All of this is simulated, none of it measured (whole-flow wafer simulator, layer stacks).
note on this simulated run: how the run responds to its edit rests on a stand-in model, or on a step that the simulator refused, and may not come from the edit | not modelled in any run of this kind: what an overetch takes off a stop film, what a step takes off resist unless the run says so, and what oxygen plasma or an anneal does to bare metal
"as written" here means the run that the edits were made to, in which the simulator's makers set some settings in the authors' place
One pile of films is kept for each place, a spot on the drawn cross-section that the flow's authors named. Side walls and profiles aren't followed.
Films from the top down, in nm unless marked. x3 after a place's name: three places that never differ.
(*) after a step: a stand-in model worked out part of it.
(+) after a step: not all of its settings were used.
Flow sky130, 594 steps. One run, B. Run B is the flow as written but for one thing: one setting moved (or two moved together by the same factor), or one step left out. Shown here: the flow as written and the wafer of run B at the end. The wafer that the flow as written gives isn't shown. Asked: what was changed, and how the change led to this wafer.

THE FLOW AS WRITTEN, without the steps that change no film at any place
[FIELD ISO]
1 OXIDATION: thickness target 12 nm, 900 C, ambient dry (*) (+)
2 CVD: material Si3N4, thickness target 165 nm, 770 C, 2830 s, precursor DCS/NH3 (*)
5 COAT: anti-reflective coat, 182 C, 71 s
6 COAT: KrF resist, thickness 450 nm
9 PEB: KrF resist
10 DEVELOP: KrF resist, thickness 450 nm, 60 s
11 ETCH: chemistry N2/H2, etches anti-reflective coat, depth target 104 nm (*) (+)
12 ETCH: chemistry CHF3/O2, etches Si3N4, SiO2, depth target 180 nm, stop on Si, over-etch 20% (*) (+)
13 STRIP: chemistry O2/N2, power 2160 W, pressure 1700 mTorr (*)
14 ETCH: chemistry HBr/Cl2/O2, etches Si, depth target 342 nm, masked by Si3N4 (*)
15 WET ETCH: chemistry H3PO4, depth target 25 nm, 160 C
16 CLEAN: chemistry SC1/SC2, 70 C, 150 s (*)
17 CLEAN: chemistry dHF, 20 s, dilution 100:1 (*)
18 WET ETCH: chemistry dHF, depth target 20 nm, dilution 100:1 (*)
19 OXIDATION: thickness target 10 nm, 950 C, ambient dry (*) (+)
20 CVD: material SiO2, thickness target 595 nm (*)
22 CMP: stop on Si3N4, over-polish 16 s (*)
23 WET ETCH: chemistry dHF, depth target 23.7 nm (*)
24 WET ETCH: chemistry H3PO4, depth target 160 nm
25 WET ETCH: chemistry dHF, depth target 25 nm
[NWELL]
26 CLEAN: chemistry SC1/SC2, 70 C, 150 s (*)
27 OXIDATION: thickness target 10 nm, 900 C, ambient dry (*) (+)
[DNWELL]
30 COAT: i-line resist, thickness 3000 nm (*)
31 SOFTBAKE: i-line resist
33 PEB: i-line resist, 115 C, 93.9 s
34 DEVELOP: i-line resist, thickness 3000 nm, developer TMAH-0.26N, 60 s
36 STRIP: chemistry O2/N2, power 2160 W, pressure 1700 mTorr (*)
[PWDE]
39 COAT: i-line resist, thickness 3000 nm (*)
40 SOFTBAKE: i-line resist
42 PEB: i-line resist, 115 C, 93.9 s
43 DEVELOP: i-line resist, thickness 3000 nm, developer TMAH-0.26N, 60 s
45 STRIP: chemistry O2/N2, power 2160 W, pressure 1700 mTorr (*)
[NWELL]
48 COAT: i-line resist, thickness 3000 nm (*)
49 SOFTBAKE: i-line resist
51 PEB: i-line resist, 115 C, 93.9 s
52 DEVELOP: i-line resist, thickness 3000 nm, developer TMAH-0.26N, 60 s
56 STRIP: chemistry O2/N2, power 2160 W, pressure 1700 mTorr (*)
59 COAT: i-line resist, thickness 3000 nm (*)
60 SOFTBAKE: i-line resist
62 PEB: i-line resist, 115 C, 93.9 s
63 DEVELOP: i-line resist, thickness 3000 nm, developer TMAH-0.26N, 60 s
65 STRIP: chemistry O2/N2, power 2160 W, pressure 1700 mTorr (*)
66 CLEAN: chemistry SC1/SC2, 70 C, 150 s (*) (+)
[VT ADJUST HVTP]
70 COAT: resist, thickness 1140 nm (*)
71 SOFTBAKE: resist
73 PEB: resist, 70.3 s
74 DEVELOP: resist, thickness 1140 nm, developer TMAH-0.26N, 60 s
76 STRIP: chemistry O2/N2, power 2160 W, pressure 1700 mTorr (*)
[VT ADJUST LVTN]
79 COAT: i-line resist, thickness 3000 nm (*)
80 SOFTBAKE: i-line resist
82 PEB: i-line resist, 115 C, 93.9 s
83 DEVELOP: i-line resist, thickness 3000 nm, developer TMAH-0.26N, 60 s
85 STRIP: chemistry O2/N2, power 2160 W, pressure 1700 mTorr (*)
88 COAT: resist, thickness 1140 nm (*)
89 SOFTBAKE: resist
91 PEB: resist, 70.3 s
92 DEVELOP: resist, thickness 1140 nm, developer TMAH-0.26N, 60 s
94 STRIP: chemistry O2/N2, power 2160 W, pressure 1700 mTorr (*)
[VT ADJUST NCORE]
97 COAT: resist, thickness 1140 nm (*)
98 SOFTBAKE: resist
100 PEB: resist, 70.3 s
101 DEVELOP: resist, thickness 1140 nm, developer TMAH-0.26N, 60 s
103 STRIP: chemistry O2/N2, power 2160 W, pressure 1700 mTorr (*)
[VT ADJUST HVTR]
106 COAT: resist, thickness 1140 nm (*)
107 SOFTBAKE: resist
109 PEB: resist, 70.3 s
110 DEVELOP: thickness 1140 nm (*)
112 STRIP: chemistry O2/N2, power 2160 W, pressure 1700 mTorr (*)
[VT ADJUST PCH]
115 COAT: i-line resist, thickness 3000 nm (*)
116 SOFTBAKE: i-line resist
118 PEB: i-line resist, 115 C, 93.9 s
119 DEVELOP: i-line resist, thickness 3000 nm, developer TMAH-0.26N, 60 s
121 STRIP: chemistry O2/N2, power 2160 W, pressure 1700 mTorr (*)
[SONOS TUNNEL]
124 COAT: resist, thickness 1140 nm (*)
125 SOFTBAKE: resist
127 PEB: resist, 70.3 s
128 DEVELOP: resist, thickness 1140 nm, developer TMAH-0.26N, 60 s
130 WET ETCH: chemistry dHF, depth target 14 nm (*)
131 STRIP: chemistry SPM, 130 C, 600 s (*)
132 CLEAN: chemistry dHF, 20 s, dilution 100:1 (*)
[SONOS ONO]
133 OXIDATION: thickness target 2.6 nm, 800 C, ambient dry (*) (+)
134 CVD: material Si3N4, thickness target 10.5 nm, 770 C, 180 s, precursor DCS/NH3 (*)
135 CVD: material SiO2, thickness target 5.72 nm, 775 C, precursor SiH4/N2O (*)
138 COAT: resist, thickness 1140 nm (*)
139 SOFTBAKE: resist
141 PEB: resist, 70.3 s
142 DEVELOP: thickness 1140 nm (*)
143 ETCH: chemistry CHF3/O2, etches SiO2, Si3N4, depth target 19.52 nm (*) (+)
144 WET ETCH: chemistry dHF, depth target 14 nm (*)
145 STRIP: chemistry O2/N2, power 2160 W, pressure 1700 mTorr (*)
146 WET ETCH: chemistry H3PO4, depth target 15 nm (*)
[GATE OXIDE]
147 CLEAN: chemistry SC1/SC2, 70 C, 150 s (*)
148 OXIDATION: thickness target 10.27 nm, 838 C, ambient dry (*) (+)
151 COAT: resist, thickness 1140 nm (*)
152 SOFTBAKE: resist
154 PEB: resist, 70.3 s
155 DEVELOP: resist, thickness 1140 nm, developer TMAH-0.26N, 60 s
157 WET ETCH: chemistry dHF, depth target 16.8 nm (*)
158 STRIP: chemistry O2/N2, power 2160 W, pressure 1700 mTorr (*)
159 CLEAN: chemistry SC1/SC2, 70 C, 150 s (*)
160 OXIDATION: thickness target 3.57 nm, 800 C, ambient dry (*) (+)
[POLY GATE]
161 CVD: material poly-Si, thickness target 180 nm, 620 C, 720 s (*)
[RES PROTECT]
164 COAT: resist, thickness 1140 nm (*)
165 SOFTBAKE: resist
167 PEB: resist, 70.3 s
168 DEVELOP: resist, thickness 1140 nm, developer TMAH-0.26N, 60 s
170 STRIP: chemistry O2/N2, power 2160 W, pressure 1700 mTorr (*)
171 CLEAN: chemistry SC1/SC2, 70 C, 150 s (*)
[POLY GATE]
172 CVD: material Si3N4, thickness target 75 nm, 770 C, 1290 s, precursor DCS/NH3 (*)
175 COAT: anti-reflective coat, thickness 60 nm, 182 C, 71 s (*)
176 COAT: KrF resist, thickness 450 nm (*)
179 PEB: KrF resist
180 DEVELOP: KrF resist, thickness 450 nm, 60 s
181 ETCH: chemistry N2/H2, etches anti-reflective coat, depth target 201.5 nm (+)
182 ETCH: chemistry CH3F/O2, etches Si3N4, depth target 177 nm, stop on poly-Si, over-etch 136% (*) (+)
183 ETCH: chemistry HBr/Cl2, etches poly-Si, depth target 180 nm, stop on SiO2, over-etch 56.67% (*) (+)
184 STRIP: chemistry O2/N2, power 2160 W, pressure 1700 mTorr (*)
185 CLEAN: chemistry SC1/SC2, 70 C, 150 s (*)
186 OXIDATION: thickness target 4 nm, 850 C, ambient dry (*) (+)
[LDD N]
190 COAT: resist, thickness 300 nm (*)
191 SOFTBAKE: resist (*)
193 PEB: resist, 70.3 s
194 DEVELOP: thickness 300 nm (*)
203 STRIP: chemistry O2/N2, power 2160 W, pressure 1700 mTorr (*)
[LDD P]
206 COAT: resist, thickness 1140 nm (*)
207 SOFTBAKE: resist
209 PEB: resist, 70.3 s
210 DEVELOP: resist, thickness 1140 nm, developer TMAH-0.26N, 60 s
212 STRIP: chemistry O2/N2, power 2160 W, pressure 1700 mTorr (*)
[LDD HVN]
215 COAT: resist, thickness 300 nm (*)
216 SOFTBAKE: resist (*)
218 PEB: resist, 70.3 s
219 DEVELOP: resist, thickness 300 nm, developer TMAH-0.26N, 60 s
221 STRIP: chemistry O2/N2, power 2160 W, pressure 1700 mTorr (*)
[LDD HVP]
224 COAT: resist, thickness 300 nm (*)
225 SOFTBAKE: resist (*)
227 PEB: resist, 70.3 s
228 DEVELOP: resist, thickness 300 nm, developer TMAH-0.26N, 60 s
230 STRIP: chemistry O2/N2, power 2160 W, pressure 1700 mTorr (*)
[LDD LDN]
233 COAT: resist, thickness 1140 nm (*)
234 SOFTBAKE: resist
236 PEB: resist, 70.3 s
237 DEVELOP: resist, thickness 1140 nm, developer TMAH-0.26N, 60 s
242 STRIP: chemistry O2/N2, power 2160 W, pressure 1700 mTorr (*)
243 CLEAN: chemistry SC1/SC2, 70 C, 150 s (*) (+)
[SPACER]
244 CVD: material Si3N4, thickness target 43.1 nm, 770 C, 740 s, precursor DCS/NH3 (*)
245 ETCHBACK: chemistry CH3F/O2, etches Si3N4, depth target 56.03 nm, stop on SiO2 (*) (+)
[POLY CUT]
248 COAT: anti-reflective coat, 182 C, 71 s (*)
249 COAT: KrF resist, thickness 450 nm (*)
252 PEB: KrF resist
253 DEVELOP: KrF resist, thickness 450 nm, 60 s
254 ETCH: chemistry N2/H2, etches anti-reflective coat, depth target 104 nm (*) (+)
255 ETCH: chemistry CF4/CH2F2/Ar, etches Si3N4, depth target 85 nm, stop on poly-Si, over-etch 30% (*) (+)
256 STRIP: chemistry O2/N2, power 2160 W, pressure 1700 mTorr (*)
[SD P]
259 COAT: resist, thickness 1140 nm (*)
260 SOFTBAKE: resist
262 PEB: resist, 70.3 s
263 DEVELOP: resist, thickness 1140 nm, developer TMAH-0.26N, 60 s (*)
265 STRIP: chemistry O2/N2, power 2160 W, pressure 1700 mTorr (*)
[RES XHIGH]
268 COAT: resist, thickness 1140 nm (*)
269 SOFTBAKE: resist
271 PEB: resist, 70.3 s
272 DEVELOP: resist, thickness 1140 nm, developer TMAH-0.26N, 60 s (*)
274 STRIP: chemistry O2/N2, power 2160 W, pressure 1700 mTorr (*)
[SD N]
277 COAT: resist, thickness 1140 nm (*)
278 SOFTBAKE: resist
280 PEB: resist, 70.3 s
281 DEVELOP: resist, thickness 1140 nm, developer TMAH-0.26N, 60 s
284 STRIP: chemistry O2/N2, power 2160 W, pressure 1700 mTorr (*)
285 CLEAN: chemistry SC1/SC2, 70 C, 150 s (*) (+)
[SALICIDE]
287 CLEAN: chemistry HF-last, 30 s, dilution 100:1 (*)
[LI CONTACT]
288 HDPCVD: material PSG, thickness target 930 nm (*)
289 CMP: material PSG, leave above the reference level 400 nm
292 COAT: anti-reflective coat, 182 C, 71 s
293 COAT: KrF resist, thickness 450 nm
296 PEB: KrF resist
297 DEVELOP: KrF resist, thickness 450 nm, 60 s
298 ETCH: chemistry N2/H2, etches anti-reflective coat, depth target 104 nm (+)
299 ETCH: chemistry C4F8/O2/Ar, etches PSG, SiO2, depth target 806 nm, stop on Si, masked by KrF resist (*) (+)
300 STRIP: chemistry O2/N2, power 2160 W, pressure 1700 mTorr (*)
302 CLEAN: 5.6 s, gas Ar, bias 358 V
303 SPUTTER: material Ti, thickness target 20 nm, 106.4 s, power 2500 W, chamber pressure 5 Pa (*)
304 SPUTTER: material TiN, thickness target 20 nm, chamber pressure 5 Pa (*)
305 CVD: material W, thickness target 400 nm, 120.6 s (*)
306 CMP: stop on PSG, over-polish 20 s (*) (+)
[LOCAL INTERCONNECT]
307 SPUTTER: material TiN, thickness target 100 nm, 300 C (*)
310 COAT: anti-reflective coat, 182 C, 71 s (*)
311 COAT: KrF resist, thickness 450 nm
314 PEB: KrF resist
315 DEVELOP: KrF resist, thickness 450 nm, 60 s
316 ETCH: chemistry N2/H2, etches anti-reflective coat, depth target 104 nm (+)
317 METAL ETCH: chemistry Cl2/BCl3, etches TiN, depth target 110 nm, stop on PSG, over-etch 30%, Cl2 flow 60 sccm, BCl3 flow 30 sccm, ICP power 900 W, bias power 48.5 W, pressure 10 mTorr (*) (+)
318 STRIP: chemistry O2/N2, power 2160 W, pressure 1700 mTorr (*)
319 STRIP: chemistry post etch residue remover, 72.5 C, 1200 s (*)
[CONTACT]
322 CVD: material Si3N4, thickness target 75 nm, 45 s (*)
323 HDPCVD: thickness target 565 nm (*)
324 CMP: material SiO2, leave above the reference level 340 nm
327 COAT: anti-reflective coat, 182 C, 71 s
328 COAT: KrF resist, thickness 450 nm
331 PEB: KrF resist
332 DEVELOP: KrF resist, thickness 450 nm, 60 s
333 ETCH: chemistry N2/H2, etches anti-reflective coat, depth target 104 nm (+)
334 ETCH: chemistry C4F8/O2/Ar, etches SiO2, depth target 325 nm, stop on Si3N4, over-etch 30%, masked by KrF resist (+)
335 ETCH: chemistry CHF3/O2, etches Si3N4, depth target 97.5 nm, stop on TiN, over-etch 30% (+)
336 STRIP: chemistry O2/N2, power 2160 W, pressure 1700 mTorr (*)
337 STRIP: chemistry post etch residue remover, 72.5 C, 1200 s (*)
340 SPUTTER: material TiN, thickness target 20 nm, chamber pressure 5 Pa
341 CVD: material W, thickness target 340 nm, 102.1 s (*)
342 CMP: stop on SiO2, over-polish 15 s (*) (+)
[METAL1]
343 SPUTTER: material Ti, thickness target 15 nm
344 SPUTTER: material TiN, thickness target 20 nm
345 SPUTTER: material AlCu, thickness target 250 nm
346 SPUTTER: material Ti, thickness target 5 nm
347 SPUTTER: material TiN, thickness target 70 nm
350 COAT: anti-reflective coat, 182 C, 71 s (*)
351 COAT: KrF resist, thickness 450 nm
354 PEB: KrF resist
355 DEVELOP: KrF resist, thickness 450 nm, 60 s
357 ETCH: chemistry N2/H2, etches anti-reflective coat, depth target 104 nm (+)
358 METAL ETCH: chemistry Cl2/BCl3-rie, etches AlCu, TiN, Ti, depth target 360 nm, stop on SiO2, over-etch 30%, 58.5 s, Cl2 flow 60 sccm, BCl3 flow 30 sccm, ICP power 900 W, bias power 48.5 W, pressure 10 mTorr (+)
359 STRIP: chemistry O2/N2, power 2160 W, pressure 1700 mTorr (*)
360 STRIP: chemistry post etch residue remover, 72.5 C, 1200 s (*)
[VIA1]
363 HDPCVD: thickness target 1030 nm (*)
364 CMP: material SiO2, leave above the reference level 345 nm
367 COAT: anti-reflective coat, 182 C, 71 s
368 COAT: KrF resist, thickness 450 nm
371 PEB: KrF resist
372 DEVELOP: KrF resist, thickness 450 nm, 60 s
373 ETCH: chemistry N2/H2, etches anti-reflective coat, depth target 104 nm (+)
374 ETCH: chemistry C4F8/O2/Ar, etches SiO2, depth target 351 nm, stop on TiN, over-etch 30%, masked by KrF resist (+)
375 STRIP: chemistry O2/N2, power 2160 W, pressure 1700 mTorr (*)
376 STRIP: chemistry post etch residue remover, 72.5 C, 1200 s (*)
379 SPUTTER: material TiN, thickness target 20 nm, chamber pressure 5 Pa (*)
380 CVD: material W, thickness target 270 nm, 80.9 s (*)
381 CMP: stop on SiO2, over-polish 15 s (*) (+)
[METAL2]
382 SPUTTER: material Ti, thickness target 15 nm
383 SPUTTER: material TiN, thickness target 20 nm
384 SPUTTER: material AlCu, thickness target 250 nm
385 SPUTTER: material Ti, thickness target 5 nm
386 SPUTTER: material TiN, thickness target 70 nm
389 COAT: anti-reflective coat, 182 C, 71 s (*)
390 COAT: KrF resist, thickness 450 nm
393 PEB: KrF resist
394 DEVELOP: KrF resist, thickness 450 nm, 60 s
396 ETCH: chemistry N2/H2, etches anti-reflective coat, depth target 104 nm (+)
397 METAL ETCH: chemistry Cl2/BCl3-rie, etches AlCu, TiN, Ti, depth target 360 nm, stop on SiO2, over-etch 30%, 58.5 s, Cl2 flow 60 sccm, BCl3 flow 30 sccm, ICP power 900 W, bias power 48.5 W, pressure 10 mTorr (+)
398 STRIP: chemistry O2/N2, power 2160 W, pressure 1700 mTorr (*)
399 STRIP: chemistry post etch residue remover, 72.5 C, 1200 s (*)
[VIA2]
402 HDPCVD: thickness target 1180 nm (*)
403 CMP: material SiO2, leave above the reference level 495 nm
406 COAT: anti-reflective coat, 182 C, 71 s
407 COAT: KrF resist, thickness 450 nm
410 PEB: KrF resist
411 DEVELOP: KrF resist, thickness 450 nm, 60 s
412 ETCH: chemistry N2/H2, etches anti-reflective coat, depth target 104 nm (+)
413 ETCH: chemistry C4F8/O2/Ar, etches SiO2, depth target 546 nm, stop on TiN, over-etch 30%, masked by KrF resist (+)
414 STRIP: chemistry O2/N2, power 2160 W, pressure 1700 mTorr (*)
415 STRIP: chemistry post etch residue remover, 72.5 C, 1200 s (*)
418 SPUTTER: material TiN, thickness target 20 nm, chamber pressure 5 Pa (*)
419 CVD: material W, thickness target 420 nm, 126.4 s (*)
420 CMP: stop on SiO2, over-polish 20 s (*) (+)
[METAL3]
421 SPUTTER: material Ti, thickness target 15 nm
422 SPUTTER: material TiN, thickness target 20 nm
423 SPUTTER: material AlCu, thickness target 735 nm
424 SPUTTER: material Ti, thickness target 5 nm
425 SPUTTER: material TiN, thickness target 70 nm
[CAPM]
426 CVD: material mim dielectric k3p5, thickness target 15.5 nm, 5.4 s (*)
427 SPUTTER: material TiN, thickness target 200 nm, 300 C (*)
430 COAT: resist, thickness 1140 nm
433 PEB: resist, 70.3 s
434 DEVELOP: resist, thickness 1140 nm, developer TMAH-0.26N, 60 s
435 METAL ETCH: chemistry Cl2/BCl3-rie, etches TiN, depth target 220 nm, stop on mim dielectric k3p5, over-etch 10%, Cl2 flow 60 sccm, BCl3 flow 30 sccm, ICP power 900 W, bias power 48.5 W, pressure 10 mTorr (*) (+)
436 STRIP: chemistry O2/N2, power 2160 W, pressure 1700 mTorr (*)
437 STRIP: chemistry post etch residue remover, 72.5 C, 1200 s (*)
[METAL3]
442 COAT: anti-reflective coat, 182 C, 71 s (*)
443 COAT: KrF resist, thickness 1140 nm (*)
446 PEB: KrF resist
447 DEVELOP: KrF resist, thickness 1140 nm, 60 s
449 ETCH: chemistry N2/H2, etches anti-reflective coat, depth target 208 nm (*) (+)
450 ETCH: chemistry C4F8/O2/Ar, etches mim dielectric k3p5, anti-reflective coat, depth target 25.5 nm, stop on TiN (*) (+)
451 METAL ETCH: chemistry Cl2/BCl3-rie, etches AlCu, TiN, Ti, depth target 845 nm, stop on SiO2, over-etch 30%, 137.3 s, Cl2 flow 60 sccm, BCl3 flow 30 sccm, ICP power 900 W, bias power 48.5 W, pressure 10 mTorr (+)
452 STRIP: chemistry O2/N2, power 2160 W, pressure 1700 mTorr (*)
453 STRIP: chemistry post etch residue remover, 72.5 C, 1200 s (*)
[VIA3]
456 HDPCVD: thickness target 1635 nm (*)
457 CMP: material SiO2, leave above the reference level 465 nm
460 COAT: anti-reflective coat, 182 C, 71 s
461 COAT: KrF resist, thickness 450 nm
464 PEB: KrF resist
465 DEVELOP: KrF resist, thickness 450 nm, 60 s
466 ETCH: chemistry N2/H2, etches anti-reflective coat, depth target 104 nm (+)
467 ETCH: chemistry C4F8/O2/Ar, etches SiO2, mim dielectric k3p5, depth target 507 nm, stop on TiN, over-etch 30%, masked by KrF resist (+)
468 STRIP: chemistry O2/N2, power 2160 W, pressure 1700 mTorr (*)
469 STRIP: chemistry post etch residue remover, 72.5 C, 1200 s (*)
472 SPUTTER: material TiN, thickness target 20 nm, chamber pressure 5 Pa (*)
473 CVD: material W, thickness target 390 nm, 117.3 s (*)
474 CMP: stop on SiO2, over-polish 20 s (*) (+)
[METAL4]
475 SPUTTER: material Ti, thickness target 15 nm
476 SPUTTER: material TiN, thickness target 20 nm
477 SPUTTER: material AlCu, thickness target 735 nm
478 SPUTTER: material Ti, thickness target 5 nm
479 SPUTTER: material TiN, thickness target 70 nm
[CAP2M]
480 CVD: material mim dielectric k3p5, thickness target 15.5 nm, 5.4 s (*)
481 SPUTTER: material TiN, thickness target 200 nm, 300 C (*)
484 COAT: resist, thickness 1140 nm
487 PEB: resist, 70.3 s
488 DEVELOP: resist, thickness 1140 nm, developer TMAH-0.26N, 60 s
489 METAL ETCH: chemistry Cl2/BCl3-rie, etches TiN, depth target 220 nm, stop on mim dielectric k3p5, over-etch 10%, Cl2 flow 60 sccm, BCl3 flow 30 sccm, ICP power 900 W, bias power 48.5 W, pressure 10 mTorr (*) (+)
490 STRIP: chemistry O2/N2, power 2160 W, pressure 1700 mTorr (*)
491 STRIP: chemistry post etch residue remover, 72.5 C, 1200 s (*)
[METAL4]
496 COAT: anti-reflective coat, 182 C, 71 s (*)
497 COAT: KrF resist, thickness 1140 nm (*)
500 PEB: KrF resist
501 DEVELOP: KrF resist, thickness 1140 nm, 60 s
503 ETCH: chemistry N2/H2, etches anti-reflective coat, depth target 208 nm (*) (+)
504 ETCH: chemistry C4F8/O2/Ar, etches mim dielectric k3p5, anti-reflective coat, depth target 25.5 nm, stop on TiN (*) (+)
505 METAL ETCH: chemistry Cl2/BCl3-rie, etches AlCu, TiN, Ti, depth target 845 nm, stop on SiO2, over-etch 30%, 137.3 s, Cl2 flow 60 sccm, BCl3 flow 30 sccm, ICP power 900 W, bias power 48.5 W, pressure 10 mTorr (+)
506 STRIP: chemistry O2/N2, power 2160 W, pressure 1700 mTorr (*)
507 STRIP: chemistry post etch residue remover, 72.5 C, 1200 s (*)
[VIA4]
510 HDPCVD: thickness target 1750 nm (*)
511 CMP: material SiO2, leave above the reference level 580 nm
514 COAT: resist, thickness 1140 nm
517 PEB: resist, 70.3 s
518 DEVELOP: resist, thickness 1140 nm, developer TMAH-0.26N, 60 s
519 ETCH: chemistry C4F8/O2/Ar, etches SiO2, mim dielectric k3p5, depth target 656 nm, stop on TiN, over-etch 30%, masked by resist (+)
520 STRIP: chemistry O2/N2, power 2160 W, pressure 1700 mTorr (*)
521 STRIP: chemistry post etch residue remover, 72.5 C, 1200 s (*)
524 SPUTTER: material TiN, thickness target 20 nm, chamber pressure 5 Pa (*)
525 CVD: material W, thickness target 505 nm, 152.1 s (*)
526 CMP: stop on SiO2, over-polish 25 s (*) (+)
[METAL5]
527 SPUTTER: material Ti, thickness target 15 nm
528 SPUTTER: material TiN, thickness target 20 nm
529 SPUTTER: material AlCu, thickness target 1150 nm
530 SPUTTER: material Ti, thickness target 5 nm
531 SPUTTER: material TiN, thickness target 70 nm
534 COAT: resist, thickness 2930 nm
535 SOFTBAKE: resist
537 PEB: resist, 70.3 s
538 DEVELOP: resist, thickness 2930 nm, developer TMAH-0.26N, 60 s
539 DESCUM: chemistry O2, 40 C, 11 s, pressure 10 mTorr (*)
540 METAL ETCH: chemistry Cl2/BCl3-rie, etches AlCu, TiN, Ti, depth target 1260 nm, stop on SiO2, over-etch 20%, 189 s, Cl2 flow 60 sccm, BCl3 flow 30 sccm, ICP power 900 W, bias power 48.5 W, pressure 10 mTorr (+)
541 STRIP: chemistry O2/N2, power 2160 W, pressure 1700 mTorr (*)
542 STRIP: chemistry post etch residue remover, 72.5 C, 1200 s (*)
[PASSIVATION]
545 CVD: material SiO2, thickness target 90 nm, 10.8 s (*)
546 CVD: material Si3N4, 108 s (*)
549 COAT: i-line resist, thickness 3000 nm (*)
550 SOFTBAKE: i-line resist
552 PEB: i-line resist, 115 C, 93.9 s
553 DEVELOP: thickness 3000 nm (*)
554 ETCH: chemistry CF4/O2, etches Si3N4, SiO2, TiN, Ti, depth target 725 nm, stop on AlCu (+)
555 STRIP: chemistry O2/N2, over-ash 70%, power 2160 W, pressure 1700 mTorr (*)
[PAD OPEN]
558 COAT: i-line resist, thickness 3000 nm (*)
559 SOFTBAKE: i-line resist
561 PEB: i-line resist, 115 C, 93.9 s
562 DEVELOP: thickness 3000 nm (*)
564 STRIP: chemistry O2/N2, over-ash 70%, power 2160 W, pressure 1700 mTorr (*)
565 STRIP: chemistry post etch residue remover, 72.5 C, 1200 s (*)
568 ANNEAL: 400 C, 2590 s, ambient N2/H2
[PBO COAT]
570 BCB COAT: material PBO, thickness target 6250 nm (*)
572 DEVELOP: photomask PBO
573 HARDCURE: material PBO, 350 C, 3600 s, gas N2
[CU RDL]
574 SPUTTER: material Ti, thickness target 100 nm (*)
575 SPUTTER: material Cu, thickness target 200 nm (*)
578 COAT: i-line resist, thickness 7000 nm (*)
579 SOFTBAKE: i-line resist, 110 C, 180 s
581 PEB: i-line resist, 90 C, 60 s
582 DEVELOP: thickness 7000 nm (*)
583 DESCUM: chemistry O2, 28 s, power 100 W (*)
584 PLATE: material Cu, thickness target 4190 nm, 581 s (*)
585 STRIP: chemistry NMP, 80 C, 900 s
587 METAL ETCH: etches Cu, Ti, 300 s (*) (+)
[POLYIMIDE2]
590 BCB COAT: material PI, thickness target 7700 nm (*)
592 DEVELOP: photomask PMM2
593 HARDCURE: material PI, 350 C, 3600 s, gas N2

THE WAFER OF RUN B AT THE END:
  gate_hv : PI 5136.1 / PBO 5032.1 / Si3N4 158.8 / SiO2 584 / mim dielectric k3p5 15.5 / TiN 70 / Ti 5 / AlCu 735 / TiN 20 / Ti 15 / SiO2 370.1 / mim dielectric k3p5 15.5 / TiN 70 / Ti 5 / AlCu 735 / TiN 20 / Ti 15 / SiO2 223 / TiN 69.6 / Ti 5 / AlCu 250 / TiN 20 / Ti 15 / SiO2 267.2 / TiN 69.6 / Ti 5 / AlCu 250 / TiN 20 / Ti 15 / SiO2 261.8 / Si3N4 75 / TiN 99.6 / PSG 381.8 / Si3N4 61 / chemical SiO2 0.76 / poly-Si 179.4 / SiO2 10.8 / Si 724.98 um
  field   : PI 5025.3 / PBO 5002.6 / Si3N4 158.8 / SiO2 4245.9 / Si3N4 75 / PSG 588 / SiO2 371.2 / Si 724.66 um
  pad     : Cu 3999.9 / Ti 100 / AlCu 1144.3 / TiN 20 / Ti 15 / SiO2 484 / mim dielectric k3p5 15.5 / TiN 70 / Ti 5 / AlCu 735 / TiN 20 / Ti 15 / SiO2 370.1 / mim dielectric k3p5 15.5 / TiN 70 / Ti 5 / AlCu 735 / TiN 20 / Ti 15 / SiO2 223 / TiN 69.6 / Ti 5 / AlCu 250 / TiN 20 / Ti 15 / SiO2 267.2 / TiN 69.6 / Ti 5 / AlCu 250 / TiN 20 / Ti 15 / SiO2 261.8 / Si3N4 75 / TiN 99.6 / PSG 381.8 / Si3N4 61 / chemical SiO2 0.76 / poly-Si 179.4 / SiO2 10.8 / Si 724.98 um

The cause: step 403, CMP: leave above the reference level 302 nm was run, where the flow has leave above the reference level 495 nm.

How the change led to this, step by step:
  403 CMP: material SiO2, leave above the reference level 495 nm
      n_well, p_well, gate_hv and 101 more: SiO2 -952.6 (as written it would be: SiO2 -759.6)
      field, active, gate and 82 more: SiO2 -582.1 (as written it would be: SiO2 -389.1)
      (and at 2 more places)
  413 ETCH: chemistry C4F8/O2/Ar, etches SiO2, depth target 546 nm, stop on TiN, over-etch 30%, masked by KrF resist (+)
      field, active, n_well and 186 more: KrF resist -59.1 (as written it would be: KrF resist -109.2)
      m1: SiO2 -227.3 (all of it) (as written it would be: SiO2 -420.3 (all of it))
      (and at 1 more place)
  414 STRIP: chemistry O2/N2, power 2160 W, pressure 1700 mTorr (*)
      field, active, n_well and 186 more: KrF resist -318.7 (all of it), anti-reflective coat -80 (all of it) (as written it would be: KrF resist -268.6 (all of it), anti-reflective coat -80 (all of it))
  418 SPUTTER: material TiN, thickness target 20 nm, chamber pressure 5 Pa (*)
      m1, via2_hole: TiN +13 (as written it would be: TiN +10.2)
  419 CVD: material W, thickness target 420 nm, 126.4 s (*)
      m1: W +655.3 (new film) (as written it would be: W +851.1 (new film))
      via2_hole: W +654.8 (new film) (as written it would be: W +850.7 (new film))
